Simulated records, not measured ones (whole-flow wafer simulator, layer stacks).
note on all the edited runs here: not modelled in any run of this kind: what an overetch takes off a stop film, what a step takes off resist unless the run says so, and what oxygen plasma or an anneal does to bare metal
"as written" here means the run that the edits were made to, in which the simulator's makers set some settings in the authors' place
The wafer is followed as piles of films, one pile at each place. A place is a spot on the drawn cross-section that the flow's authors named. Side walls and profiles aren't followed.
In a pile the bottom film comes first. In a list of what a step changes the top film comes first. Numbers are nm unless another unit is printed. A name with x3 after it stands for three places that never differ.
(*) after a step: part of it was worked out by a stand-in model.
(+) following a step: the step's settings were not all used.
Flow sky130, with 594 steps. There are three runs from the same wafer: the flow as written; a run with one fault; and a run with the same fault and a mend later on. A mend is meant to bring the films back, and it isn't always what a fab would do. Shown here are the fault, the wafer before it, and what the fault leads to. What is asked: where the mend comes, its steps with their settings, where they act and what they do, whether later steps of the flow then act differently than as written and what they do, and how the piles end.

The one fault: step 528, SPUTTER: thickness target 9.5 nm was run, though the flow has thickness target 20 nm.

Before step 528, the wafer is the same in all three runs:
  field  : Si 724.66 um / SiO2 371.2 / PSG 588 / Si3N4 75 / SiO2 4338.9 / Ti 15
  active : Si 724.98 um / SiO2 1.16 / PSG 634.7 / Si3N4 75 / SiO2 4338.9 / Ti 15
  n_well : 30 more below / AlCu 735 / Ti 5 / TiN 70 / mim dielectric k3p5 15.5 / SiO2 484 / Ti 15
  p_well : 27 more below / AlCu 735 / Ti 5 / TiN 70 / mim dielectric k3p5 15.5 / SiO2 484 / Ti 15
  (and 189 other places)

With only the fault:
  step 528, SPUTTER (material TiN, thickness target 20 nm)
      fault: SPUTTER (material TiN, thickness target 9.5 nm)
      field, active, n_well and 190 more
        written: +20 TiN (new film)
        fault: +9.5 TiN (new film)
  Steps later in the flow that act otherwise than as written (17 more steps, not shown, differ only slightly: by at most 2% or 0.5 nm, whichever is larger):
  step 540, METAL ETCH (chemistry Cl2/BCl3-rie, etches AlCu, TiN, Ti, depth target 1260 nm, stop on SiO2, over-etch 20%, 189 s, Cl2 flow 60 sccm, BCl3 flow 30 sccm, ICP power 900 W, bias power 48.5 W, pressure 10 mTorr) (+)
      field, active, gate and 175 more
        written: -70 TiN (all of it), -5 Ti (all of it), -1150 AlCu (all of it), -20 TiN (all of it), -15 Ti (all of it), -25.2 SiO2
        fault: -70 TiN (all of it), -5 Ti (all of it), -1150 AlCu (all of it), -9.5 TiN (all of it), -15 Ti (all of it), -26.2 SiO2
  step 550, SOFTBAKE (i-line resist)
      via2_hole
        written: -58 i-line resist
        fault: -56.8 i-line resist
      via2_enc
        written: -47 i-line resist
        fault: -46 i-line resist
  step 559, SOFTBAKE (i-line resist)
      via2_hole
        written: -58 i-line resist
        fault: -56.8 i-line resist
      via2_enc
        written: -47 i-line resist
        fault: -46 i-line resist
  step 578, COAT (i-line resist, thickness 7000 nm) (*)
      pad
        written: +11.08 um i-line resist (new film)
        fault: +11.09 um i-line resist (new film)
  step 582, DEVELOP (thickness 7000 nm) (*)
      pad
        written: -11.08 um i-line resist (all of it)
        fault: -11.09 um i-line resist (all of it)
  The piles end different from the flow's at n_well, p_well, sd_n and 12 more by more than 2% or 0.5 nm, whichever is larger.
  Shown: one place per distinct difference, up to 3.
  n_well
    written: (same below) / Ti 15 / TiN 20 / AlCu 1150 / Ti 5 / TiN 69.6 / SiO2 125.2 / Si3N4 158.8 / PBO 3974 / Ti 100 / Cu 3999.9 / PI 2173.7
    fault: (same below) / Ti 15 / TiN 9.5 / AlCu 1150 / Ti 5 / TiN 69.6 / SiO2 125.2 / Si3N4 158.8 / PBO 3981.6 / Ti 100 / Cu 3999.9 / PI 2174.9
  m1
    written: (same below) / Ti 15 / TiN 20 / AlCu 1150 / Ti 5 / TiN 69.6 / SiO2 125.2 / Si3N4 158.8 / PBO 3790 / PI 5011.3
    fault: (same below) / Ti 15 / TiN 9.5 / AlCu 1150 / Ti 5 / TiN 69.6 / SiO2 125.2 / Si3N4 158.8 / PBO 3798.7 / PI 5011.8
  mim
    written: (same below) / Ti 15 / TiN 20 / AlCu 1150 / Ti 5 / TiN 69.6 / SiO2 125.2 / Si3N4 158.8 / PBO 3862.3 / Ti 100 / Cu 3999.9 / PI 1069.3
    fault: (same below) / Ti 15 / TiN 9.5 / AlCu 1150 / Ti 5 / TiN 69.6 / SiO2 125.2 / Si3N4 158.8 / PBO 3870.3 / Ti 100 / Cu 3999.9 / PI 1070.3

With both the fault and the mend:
  The mend follows step 528.
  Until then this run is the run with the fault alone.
  step 528a, SPUTTER (material TiN, thickness target 10.5 nm) (the flow's step 528 again, with other settings)
      field, active, n_well and 190 more
        +10.5 TiN
  None of the later steps of the flow acts differently than as written at any place that is followed.
  By the end, the piles equal the flow's at every place that both follow.
